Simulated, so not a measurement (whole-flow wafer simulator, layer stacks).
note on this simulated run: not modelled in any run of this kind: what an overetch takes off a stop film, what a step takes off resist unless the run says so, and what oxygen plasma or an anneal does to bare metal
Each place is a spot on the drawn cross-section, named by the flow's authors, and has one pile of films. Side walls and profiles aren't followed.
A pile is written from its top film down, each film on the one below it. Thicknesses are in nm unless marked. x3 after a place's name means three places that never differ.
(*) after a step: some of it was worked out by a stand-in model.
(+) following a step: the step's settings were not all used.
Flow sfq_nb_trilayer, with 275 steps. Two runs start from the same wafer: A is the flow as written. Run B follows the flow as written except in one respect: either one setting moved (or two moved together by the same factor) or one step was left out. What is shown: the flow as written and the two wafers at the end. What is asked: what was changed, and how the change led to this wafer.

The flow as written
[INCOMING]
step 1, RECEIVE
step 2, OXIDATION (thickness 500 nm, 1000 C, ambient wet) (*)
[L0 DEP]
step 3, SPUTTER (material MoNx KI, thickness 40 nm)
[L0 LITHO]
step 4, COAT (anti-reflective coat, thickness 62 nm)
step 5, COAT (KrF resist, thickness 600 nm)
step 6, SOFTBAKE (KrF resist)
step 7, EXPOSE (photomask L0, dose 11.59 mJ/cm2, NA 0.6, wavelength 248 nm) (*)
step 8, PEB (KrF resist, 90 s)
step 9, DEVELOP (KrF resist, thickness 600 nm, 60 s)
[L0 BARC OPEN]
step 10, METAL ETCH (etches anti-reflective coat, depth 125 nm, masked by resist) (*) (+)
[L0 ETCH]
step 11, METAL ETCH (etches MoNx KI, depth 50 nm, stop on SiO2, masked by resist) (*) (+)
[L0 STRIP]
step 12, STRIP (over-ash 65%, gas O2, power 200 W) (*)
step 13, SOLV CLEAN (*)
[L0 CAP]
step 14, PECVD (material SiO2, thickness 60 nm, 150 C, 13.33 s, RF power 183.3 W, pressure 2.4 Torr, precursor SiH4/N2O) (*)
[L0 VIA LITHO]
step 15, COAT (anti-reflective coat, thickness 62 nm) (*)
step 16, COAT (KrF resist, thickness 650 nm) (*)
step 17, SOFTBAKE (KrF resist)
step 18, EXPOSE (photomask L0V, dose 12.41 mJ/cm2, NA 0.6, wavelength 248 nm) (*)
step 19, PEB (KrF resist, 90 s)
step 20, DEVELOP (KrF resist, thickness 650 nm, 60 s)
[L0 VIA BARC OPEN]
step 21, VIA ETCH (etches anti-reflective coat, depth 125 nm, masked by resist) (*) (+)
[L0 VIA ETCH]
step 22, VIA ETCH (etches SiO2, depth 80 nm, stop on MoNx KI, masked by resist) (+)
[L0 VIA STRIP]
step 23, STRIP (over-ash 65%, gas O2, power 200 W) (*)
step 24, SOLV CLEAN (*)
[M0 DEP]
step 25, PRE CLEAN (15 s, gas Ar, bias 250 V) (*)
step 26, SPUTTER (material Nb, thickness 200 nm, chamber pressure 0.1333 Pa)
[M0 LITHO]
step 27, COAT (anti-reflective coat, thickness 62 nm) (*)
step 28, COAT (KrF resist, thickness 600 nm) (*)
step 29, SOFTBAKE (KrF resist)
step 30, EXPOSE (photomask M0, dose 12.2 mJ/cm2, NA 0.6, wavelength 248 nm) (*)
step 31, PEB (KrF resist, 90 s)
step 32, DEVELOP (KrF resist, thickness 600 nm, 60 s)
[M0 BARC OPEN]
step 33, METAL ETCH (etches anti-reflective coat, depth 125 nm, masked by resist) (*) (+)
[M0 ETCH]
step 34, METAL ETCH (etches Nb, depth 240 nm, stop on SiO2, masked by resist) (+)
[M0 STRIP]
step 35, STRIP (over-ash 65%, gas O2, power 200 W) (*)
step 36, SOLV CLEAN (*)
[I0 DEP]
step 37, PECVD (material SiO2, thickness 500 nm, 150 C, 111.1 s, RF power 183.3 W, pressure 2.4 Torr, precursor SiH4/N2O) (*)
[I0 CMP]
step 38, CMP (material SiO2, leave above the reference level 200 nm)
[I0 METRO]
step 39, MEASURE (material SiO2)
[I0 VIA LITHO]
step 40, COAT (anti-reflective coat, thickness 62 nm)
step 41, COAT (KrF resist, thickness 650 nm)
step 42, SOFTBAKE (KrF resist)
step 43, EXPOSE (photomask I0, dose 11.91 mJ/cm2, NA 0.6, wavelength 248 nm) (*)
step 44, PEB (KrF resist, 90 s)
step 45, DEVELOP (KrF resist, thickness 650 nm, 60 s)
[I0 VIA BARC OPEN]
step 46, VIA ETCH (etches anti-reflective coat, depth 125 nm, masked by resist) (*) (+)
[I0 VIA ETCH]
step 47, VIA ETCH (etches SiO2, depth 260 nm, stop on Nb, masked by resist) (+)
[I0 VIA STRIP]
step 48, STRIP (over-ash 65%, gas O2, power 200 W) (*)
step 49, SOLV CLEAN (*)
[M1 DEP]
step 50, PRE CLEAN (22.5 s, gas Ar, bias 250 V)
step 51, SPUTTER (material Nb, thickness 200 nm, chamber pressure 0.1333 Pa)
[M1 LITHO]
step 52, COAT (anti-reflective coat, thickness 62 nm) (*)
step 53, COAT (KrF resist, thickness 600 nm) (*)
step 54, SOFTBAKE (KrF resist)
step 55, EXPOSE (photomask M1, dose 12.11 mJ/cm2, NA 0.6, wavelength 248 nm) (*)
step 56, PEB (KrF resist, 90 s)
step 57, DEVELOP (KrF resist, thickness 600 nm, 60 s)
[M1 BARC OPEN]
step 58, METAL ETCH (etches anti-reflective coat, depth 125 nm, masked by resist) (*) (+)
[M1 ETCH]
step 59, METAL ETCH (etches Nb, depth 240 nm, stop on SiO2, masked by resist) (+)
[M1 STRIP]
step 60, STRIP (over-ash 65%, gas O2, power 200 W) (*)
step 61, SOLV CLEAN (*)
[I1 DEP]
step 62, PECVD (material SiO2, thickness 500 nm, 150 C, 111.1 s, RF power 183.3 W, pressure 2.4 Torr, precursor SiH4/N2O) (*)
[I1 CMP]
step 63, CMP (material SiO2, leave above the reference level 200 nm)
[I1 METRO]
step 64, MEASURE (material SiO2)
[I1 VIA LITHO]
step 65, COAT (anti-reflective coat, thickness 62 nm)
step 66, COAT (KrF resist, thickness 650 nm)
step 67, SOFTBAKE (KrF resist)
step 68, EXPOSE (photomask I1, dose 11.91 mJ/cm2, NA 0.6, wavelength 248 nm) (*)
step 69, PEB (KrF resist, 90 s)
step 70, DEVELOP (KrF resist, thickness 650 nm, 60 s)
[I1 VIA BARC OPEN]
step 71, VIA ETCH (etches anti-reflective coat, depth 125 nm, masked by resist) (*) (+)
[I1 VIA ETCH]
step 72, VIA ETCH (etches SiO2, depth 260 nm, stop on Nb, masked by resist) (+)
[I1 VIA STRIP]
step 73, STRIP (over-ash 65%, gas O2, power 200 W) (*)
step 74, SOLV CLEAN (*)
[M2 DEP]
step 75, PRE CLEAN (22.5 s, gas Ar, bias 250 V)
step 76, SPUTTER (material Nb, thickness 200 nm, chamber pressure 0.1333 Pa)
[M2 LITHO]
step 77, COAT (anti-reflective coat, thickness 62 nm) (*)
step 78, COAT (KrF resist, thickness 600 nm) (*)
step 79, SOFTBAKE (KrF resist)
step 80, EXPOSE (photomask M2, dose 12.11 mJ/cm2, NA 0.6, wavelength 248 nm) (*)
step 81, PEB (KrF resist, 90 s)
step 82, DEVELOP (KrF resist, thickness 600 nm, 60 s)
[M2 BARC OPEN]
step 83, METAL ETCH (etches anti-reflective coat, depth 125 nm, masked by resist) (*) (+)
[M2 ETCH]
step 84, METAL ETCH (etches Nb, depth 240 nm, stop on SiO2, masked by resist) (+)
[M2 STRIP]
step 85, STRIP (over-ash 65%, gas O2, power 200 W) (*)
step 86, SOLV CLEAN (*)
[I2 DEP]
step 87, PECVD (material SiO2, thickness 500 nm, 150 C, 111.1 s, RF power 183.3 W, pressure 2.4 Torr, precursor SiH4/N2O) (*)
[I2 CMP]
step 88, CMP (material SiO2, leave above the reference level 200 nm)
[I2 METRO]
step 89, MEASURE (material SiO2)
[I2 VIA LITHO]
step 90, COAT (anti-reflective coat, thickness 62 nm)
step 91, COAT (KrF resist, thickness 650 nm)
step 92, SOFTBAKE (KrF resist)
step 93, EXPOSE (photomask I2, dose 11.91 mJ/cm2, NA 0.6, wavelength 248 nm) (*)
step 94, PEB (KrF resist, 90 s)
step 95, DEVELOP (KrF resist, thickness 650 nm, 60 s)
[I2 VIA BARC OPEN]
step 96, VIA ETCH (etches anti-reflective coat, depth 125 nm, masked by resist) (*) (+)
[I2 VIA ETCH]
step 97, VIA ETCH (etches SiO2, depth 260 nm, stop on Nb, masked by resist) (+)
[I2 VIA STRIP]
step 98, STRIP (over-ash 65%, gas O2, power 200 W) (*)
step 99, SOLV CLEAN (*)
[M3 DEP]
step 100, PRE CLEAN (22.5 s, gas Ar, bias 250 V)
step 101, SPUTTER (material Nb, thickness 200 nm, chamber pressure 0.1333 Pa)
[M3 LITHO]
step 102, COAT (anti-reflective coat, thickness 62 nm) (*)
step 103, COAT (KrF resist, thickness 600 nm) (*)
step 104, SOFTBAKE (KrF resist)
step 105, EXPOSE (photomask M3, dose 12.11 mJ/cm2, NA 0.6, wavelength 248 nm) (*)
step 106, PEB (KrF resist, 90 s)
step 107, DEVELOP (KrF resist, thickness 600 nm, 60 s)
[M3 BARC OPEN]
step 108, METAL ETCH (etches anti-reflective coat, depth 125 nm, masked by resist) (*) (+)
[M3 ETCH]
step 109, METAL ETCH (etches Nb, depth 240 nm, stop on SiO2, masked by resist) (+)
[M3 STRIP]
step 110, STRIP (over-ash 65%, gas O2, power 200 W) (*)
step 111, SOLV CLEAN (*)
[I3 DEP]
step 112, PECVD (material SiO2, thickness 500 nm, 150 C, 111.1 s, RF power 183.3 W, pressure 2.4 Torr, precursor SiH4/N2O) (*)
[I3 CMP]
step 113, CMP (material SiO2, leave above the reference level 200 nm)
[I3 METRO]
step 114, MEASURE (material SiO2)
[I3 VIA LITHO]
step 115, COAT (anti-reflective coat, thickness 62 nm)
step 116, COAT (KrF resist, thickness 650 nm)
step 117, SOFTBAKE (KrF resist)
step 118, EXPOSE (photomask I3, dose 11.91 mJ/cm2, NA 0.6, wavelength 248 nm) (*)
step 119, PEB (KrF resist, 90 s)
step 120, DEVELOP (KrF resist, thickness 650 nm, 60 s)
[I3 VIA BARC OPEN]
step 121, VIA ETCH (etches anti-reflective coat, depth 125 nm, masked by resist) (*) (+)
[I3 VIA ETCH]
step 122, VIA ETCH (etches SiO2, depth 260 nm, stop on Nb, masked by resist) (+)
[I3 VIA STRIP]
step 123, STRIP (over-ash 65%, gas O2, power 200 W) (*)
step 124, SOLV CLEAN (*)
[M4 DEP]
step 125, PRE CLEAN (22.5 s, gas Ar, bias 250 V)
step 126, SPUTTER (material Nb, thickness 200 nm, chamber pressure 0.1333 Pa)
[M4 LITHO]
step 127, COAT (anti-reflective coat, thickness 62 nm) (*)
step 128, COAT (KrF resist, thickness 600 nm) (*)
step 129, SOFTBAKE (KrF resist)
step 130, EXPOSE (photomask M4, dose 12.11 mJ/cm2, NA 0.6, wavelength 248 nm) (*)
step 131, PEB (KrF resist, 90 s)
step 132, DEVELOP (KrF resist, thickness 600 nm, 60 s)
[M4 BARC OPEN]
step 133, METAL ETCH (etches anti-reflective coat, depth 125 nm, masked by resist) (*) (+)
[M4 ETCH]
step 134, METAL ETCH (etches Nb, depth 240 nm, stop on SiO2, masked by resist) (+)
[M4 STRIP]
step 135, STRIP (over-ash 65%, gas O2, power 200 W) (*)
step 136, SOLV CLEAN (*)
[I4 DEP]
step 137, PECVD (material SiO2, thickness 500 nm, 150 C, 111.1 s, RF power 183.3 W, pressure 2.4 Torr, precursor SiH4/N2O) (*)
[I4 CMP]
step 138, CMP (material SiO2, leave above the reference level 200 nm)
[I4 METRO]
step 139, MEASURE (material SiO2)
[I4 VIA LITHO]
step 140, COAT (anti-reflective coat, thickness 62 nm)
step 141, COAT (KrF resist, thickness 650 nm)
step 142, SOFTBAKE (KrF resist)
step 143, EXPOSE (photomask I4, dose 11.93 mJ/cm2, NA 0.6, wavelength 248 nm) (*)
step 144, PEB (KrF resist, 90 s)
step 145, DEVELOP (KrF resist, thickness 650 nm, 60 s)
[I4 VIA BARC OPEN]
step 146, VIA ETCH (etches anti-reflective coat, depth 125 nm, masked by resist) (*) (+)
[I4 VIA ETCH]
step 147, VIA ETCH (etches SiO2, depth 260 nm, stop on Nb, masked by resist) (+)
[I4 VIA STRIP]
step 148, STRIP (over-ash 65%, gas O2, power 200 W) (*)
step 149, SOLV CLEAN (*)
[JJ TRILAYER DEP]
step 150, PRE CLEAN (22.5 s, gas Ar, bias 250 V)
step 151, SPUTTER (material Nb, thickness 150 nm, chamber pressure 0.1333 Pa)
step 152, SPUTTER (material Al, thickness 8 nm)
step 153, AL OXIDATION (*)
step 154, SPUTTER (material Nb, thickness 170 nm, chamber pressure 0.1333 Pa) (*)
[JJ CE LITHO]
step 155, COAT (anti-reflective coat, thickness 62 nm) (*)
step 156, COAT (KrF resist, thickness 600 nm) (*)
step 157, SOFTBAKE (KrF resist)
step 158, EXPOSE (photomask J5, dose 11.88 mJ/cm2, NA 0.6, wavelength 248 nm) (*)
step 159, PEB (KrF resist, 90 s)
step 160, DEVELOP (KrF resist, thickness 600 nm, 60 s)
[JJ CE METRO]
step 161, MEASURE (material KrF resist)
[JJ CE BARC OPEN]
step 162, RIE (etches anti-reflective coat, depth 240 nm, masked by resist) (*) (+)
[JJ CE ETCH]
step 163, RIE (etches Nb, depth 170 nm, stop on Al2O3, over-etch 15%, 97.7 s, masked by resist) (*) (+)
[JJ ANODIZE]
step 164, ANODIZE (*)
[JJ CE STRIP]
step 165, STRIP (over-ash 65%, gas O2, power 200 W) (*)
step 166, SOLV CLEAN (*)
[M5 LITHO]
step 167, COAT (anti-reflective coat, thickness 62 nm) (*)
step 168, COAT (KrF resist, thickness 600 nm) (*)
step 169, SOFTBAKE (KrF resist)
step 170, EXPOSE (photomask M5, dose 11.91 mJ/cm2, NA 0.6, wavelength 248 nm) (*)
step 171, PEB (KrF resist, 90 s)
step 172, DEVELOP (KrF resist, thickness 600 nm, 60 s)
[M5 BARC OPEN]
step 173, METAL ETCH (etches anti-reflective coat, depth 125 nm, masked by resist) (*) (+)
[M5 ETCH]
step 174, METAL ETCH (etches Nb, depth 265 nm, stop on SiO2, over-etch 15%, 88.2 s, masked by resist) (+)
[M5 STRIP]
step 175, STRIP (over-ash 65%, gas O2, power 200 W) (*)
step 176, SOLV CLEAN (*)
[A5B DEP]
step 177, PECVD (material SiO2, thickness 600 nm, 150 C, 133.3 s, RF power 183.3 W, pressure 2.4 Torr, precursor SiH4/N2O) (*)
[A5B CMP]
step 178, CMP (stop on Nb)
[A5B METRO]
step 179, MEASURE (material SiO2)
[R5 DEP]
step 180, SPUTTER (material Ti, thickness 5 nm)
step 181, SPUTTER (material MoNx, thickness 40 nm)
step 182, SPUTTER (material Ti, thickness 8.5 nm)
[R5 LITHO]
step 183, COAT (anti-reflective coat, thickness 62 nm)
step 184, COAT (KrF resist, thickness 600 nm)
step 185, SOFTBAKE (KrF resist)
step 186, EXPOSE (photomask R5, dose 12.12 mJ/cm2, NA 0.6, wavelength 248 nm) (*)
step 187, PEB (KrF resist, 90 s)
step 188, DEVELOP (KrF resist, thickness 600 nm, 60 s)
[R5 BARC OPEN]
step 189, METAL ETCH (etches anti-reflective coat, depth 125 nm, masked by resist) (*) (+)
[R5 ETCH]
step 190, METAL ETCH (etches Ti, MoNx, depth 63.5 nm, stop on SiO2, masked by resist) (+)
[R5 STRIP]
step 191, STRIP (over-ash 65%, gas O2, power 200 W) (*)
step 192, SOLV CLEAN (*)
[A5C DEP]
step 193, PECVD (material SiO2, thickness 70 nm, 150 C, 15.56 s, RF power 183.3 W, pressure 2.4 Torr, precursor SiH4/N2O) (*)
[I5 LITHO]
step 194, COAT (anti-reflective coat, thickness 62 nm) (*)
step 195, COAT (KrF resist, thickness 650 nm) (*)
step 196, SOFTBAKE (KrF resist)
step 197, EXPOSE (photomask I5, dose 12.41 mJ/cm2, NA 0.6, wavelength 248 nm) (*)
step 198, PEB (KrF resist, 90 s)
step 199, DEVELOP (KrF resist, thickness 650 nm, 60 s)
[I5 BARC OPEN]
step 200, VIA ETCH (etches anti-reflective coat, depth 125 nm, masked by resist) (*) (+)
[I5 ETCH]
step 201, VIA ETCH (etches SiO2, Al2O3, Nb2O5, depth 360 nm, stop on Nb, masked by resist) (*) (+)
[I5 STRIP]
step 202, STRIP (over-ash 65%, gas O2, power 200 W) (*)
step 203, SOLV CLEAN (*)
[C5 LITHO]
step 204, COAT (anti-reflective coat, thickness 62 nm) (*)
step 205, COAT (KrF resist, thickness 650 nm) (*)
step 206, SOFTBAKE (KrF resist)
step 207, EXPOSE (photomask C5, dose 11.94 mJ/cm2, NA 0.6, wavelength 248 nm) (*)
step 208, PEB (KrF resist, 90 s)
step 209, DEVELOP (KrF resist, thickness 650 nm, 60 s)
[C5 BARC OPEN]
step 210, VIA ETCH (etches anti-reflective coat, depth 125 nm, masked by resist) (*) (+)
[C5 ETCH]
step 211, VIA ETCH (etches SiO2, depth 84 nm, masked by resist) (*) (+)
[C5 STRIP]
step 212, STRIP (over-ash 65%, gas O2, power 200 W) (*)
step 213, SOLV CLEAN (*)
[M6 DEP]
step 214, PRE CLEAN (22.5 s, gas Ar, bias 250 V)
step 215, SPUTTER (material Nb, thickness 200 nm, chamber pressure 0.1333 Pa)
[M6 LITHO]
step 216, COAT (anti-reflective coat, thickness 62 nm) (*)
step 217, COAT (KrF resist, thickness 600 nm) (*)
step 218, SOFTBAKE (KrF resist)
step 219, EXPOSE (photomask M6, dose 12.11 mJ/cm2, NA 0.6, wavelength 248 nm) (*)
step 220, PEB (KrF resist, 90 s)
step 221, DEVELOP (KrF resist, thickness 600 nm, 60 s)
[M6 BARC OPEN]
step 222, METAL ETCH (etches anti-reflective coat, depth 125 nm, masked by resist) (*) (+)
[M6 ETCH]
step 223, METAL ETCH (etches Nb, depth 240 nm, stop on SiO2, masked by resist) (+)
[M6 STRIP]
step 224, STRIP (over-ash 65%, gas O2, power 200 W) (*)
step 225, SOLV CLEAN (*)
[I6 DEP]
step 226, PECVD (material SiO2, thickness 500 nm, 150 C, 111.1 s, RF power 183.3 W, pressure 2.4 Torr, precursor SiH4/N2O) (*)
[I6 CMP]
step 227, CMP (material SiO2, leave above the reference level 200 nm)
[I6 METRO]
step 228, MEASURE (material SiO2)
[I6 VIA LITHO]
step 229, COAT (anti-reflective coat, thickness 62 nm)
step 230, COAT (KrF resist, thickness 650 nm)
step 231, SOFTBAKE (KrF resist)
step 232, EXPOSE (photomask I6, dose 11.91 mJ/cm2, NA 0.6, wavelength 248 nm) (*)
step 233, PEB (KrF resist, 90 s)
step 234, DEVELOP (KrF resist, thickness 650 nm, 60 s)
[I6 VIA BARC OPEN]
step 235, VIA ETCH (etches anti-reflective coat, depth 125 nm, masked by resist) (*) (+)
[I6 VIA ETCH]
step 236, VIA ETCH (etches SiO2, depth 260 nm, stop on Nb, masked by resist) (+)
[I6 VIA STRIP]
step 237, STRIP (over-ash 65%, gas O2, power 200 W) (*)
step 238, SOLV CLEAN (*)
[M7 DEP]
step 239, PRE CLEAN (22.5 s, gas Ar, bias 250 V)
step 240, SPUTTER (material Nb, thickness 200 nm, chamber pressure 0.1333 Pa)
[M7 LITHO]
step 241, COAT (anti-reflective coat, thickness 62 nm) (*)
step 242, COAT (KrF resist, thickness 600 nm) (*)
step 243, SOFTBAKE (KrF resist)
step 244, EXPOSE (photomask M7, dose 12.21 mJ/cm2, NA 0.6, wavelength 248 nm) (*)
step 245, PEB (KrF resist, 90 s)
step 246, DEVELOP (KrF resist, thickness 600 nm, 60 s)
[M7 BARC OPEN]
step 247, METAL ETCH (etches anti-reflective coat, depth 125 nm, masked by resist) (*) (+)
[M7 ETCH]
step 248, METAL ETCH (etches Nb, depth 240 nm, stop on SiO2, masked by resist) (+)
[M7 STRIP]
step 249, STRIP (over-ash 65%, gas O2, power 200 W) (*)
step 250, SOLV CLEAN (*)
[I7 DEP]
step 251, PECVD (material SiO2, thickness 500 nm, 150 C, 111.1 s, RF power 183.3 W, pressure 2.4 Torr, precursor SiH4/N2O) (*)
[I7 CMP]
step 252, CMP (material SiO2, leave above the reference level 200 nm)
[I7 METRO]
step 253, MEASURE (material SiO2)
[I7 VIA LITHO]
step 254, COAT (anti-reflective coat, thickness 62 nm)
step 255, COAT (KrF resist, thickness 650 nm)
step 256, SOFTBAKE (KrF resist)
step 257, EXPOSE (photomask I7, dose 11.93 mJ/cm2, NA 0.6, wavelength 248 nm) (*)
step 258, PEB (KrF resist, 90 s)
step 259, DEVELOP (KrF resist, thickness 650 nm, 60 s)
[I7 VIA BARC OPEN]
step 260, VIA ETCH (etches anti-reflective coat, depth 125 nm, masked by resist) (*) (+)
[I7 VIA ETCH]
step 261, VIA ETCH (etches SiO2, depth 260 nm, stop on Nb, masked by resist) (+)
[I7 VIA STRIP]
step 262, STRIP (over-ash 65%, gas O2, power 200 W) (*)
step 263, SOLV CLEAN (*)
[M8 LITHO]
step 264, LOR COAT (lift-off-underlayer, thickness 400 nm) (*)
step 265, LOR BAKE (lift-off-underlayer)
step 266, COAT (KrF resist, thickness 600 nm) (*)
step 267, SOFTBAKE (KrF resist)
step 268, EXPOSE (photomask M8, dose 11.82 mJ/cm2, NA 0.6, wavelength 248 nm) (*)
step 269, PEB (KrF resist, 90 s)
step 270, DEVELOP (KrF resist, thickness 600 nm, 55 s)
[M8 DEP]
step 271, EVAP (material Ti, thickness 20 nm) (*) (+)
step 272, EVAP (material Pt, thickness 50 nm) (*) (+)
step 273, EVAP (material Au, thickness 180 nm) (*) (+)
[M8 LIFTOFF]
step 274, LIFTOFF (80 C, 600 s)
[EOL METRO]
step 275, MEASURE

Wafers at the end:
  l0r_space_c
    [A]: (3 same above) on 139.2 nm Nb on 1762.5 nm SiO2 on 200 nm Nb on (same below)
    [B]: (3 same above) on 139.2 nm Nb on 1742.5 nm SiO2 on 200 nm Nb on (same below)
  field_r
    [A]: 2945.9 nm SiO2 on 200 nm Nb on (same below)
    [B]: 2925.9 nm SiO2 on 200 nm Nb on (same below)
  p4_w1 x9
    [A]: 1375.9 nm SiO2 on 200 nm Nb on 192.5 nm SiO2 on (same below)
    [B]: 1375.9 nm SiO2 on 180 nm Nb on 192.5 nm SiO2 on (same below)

Cause: step 126, SPUTTER: thickness 180 nm was run, while the flow as written has thickness 200 nm.
One can read it off the wafer: p4_w1 x9 has Nb 180, and step 126 as written asks for 200 nm.

Step by step, how the change led to this:
  step 126, SPUTTER (material Nb, thickness 200 nm, chamber pressure 0.1333 Pa)
      field_l, v_sur, via_wl and 102 more: A +200 Nb (new film) | B +180 Nb (new film)
      via_v: A +165.5 Nb | B +148.8 Nb
  step 134, METAL ETCH (etches Nb, depth 240 nm, stop on SiO2, masked by resist) (+)
      field_l, be, be_sur and 64 more: A -200 Nb (all of it) | B -180 Nb (all of it)
  step 137, PECVD (material SiO2, thickness 500 nm, 150 C, 111.1 s, RF power 183.3 W, pressure 2.4 Torr, precursor SiH4/N2O) (*)
      p3_s0 x6: A +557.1 SiO2 | B +537.1 SiO2
  step 138, CMP (material SiO2, leave above the reference level 200 nm)
      field_l, be, be_sur and 55 more: A -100 SiO2 | B -120 SiO2
      lsp_r, l0_sur, l0v: A -91.9 SiO2 | B -112.7 SiO2
